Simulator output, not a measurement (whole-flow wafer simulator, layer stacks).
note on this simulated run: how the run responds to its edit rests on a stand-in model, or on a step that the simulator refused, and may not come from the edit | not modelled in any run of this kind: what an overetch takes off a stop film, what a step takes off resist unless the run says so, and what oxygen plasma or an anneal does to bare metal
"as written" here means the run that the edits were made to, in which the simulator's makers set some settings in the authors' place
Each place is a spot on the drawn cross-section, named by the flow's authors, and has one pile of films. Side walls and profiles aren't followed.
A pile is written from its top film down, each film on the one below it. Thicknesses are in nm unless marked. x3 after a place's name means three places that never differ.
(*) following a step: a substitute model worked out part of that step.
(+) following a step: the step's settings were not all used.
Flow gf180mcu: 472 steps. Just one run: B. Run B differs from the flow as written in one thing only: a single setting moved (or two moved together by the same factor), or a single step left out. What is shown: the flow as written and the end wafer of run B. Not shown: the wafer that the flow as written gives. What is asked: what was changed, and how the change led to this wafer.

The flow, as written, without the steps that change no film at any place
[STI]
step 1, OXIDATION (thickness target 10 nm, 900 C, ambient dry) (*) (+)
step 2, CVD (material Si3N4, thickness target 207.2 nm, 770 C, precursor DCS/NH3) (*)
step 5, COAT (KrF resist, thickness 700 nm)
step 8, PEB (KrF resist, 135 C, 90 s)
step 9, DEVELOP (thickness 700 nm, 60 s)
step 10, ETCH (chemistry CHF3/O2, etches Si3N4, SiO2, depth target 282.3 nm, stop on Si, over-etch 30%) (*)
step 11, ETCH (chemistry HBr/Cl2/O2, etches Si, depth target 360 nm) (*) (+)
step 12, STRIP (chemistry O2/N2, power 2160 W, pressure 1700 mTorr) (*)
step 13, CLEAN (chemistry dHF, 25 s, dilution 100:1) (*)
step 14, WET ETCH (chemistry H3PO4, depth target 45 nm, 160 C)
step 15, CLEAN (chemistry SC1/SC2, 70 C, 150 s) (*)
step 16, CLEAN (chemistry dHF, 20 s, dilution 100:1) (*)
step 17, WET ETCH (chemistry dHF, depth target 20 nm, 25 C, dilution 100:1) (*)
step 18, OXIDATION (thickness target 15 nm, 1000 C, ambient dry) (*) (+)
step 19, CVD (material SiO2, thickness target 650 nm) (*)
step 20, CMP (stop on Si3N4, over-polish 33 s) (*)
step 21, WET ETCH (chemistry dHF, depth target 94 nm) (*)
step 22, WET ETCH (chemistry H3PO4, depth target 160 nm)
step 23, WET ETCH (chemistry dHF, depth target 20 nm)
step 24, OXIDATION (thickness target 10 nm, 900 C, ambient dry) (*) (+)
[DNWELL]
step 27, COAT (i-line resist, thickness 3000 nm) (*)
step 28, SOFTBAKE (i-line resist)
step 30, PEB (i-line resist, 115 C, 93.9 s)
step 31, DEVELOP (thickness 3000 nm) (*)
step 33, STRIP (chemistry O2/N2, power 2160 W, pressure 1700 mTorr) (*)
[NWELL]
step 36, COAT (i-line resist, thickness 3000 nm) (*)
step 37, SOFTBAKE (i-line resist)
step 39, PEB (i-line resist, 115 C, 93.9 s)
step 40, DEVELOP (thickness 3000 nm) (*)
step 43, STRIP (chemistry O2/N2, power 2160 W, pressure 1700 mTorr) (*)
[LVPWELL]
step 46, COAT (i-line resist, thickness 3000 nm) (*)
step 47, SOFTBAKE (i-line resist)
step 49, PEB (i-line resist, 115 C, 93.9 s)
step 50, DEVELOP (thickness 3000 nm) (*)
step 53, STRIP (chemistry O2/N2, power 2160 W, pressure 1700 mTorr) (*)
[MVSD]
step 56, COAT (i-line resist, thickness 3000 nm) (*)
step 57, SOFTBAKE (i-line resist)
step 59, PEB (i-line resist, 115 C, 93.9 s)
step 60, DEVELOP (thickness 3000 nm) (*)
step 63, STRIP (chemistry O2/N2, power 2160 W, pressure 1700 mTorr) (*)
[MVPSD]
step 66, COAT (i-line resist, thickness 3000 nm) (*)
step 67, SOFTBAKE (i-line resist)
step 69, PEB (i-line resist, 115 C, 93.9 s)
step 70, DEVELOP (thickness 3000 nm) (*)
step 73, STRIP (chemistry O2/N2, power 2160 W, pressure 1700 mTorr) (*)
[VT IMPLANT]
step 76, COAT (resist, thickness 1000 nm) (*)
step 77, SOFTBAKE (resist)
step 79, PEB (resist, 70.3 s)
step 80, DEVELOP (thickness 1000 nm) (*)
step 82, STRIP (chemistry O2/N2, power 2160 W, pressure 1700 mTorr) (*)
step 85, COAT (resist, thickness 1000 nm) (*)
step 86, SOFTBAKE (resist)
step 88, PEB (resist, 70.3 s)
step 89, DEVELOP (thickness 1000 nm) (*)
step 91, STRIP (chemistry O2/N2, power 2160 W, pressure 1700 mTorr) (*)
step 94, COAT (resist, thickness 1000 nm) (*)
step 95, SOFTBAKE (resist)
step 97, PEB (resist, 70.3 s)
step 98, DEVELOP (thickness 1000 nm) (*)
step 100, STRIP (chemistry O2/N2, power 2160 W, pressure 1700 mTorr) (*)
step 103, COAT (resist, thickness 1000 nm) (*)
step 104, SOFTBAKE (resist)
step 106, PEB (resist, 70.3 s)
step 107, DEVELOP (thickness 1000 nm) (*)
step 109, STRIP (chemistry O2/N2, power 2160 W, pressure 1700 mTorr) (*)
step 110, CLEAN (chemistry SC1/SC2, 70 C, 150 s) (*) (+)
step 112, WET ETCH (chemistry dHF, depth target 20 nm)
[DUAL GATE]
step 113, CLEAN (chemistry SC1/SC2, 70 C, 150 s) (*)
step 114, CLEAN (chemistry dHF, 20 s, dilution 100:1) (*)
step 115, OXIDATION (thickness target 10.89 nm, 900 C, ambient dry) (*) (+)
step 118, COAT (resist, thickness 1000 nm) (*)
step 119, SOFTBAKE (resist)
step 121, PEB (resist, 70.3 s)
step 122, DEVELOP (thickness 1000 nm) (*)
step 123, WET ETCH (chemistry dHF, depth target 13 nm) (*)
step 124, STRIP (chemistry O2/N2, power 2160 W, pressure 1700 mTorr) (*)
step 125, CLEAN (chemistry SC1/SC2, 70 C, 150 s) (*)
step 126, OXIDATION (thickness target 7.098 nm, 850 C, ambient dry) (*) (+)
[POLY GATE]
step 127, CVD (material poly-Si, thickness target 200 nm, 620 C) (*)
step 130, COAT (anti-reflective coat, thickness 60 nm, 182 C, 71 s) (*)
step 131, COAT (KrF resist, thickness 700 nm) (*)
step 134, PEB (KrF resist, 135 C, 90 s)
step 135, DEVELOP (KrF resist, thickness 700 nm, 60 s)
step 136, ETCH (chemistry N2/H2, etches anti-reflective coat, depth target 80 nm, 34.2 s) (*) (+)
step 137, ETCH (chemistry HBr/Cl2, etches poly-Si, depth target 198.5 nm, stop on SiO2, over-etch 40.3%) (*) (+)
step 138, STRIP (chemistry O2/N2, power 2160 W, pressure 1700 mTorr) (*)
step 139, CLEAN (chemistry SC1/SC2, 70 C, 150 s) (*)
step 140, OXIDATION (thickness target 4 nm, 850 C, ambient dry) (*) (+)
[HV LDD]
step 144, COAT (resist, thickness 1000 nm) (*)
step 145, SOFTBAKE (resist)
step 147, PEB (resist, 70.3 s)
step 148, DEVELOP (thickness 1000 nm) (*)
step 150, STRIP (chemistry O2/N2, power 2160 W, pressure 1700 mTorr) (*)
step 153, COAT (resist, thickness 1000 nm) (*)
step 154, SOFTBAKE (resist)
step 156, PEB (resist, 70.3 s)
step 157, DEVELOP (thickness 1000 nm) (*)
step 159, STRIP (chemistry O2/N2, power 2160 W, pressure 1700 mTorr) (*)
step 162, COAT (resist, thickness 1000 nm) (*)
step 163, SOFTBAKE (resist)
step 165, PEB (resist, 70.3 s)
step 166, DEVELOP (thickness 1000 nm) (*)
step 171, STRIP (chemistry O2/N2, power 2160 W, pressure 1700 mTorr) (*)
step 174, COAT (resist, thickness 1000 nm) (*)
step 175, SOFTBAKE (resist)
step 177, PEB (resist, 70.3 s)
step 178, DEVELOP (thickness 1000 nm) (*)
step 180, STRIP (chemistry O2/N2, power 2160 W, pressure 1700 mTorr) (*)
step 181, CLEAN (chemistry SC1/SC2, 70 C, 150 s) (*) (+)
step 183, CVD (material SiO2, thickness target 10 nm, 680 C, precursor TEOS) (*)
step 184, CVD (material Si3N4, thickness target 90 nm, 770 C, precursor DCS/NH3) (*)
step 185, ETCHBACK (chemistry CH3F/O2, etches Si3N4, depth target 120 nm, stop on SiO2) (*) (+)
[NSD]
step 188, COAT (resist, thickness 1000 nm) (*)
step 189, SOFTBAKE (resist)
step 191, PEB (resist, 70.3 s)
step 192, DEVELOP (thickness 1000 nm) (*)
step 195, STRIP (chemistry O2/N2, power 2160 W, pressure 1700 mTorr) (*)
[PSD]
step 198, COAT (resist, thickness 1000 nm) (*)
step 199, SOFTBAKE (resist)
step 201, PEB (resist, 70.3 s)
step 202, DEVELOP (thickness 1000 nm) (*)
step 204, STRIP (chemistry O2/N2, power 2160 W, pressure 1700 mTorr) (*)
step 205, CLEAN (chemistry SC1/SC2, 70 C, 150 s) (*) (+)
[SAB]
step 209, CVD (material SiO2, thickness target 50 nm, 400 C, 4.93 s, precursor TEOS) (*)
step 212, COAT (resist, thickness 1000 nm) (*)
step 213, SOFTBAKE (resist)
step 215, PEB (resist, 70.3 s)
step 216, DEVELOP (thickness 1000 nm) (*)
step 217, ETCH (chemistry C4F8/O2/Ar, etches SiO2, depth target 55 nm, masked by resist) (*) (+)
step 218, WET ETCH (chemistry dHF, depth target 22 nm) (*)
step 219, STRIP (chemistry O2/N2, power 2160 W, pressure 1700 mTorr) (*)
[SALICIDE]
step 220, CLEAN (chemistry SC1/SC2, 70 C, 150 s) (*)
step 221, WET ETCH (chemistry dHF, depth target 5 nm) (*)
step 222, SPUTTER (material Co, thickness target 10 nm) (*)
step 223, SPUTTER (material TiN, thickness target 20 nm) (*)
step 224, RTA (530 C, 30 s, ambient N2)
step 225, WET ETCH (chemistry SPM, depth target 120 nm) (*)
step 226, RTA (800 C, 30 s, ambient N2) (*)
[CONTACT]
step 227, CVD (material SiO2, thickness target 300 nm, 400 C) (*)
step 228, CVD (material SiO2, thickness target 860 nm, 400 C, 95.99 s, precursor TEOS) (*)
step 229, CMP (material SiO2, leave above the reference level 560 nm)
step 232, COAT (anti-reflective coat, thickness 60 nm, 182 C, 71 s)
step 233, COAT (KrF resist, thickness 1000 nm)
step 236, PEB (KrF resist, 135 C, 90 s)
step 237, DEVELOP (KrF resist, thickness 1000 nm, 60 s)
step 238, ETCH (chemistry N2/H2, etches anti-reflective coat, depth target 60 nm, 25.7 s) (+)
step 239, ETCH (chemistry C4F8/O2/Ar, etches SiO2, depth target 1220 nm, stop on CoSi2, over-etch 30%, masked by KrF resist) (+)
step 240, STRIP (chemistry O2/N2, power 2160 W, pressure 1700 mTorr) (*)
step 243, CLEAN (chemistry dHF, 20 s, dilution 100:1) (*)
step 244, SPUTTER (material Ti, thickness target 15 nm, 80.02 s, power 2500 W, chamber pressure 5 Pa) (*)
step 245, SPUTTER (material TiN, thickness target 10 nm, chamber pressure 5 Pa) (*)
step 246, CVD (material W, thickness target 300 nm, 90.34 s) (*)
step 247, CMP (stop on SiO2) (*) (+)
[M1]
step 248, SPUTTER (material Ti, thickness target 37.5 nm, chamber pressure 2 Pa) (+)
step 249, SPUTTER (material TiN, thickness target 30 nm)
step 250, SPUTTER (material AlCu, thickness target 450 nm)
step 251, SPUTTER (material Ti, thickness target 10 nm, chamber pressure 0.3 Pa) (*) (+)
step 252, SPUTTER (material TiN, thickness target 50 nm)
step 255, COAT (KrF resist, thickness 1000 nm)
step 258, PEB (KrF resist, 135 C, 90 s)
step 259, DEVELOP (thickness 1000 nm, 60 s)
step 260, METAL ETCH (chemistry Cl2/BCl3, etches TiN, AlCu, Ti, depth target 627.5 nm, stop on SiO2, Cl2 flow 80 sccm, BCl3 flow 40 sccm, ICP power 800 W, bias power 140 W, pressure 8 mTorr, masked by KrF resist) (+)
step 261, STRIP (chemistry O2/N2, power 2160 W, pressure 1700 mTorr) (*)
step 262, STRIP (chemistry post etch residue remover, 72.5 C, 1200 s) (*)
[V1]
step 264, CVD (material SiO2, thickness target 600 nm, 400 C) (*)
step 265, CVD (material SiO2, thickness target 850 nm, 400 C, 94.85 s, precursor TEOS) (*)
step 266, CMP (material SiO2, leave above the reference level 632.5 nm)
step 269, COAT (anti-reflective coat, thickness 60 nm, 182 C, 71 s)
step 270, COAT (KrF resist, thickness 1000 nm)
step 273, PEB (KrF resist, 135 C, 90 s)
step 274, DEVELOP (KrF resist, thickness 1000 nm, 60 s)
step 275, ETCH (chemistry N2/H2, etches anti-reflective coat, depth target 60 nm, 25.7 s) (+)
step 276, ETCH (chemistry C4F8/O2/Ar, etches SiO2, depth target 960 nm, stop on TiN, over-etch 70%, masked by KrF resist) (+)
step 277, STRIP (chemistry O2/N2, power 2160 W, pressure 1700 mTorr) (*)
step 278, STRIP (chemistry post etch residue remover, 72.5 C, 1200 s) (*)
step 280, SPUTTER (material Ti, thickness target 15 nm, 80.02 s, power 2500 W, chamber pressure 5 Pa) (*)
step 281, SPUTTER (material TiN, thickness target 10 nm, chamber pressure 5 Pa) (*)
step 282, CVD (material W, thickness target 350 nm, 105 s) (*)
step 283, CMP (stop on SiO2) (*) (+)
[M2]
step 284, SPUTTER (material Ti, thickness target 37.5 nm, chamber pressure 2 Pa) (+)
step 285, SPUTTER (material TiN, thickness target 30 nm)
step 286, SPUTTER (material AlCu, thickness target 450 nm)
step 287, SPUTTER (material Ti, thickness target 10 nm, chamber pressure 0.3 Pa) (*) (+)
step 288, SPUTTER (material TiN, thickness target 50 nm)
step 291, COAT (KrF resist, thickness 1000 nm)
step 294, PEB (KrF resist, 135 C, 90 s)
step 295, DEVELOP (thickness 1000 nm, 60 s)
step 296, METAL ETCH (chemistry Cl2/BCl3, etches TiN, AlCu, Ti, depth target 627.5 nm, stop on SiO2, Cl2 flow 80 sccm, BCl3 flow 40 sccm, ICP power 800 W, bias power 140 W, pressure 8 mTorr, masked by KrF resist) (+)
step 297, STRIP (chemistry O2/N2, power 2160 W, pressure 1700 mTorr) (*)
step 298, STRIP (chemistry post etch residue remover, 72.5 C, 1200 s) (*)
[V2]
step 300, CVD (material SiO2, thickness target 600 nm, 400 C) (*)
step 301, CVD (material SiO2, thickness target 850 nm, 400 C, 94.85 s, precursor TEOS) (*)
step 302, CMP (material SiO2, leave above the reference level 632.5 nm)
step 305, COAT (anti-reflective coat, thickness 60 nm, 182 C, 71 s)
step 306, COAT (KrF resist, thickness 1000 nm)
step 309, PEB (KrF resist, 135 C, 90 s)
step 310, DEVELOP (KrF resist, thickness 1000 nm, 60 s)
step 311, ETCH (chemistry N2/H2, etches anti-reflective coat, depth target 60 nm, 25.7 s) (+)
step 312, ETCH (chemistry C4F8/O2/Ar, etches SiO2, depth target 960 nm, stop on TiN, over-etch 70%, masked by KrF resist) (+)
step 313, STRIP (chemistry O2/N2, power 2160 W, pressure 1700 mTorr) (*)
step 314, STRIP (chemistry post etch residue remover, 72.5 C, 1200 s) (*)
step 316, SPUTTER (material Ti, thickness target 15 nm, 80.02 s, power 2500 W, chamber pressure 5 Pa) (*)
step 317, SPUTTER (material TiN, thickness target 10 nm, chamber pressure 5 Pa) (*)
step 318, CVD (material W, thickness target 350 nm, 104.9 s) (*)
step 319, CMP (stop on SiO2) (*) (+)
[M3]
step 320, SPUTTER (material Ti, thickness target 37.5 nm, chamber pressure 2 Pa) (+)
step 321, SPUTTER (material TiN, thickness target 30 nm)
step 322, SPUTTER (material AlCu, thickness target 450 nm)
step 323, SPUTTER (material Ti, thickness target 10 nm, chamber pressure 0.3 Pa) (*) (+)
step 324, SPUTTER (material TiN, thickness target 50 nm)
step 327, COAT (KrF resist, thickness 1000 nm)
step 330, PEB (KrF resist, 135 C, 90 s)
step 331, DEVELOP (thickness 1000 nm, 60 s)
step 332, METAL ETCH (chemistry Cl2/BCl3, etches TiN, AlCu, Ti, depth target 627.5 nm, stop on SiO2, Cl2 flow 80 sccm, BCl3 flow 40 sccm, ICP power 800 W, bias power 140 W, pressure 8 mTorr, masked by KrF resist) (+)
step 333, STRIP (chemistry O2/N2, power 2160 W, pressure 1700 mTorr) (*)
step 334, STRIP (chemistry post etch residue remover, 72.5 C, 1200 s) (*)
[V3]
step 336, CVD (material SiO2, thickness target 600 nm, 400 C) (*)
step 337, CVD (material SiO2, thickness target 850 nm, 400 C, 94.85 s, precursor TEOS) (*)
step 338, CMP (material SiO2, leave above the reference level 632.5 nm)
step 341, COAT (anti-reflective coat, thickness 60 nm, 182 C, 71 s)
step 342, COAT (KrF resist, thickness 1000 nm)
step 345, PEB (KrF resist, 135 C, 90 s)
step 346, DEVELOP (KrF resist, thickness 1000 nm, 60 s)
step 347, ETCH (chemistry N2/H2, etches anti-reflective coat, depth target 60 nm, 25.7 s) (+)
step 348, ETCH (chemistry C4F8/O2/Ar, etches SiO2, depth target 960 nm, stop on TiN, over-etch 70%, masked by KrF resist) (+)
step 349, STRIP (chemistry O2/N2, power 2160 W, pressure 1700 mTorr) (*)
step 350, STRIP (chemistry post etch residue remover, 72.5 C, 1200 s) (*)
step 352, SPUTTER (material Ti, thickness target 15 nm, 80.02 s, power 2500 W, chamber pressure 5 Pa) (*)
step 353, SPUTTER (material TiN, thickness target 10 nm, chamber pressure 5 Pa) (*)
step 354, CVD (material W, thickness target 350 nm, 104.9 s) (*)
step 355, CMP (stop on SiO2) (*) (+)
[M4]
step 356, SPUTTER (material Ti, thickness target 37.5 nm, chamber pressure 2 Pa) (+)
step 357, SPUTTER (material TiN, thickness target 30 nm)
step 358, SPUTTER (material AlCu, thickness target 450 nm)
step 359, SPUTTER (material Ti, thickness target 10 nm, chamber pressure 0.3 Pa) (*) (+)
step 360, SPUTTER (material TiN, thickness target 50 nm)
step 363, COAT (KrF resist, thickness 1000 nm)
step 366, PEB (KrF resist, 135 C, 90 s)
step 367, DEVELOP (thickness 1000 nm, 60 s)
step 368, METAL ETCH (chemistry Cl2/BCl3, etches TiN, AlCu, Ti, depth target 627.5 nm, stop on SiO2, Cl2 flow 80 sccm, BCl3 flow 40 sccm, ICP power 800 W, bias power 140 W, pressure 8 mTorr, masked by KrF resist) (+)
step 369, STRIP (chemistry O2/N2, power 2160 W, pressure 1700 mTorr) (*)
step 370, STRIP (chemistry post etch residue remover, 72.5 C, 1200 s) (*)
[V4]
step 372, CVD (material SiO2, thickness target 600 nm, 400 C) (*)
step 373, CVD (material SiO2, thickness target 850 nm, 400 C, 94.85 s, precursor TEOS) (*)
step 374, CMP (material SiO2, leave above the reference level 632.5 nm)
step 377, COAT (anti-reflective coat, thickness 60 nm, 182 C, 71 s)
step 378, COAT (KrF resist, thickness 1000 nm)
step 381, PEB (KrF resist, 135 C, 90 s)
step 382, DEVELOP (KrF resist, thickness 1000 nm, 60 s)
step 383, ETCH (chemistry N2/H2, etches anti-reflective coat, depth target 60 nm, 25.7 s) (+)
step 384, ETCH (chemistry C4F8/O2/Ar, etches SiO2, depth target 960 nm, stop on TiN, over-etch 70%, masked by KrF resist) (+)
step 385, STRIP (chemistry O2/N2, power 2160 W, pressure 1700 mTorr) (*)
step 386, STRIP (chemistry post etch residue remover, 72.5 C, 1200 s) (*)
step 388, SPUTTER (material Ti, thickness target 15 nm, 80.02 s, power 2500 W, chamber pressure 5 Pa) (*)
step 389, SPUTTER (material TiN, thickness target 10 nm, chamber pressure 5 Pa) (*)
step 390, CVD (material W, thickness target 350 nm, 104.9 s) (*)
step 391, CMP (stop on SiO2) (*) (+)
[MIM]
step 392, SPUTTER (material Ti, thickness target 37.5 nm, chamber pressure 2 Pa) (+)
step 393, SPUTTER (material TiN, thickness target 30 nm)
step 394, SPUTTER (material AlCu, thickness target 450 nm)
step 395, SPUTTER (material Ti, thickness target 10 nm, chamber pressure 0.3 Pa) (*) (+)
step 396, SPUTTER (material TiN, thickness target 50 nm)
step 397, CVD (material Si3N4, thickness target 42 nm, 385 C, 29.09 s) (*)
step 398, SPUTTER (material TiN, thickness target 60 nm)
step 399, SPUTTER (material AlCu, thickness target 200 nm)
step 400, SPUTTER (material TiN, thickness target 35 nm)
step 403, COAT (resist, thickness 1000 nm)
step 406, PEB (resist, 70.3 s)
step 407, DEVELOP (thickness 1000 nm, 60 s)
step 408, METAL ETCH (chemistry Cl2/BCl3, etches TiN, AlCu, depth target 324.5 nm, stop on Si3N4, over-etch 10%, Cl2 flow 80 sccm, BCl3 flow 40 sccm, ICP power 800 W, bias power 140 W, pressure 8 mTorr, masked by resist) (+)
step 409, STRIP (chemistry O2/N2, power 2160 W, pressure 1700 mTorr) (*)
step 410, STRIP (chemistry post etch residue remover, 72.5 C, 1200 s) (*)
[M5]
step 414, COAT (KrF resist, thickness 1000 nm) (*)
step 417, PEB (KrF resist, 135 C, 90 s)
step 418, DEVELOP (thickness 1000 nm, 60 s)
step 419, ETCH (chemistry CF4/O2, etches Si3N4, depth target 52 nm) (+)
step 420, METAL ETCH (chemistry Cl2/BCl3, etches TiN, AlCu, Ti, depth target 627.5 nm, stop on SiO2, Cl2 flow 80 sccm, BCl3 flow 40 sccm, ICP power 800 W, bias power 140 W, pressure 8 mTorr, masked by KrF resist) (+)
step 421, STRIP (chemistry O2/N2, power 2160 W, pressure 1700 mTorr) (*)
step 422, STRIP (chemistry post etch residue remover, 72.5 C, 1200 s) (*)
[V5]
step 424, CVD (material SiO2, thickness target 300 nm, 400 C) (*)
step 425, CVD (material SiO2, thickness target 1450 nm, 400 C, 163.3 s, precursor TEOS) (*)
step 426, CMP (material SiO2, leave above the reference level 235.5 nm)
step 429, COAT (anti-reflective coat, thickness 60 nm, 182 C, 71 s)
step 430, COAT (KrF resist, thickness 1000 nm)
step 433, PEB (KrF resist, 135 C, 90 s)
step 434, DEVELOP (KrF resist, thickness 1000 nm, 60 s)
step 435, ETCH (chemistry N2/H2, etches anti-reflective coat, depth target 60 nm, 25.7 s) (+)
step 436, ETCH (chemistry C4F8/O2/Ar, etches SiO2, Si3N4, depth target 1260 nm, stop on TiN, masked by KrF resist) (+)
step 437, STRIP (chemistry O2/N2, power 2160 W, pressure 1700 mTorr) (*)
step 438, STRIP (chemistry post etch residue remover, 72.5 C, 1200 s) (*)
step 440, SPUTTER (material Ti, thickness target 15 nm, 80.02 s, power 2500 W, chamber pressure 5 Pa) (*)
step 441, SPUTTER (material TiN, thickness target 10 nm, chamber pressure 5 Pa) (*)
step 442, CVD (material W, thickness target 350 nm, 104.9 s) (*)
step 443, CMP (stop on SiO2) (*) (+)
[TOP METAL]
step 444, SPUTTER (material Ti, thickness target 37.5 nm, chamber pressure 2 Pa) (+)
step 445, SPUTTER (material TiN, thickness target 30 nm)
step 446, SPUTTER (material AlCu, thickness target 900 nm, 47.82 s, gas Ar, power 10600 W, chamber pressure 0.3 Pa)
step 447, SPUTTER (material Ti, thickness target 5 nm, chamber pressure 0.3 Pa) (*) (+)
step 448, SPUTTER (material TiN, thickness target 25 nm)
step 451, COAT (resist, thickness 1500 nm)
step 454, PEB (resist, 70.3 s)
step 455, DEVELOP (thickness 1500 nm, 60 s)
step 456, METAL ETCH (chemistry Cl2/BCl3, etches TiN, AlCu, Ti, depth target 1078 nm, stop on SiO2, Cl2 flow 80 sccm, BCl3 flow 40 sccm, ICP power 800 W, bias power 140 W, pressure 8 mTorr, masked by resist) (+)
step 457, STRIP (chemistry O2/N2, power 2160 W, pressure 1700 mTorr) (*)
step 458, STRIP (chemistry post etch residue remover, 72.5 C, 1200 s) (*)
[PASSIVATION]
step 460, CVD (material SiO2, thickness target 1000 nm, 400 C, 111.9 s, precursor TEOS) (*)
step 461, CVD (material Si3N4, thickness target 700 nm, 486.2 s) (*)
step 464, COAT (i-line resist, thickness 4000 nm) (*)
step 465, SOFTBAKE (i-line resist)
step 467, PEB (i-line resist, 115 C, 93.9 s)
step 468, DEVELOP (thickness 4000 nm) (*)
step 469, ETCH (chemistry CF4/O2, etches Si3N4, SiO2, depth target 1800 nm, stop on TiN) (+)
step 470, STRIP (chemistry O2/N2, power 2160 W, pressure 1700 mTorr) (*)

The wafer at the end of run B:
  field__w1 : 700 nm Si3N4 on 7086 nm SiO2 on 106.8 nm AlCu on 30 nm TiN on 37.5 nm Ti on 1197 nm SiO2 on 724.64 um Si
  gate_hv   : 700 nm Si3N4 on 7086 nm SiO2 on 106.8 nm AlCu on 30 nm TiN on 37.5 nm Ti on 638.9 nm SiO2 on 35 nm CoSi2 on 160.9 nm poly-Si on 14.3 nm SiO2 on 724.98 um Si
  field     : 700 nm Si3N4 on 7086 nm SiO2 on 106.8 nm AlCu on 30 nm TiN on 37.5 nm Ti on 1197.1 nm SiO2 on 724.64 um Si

What caused this: step 250, SPUTTER: thickness target 680 nm was run, though the flow has thickness target 450 nm.

Step by step, how the change led to this:
  step 250, SPUTTER (material AlCu, thickness target 450 nm)
      field, field__w1, field__w2 and 108 more: AlCu gains 680 (new film) (it would be, as written: AlCu gains 450 (new film))
  step 260, METAL ETCH (chemistry Cl2/BCl3, etches TiN, AlCu, Ti, depth target 627.5 nm, stop on SiO2, Cl2 flow 80 sccm, BCl3 flow 40 sccm, ICP power 800 W, bias power 140 W, pressure 8 mTorr, masked by KrF resist) (+)
      field, field__w1, field__w2 and 99 more: TiN loses 50 (all of it), Ti loses 10 (all of it), AlCu loses 567.5 (it would be, as written: TiN loses 50 (all of it), Ti loses 10 (all of it), AlCu loses 450 (all of it), TiN loses 30 (all of it), Ti loses 37.5 (all of it))
  step 262, STRIP (chemistry post etch residue remover, 72.5 C, 1200 s) (*)
      field, field__w1, field__w2 and 99 more: AlCu loses 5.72 (it would be, as written: nothing)
  step 264, CVD (material SiO2, thickness target 600 nm, 400 C) (*)
      field, field__w1, field__w2 and 99 more: SiO2 gains 600 (new film) (it would be, as written: SiO2 gains 600)
  step 266, CMP (material SiO2, leave above the reference level 632.5 nm)
      field, field__w1, field__w2 and 99 more: SiO2 loses 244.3 (it would be, as written: SiO2 loses 300)
If metal films that touch count as one body, field__w1 has 1 body; the flow as written gives 0 bodies.
If metal films that touch count as one body, gate_hv has 2 bodies (between them, from the top down: SiO2 638.9); the flow as written gives 1 body.
If metal films that touch count as one body, field has 1 body; the flow as written gives 0 bodies.
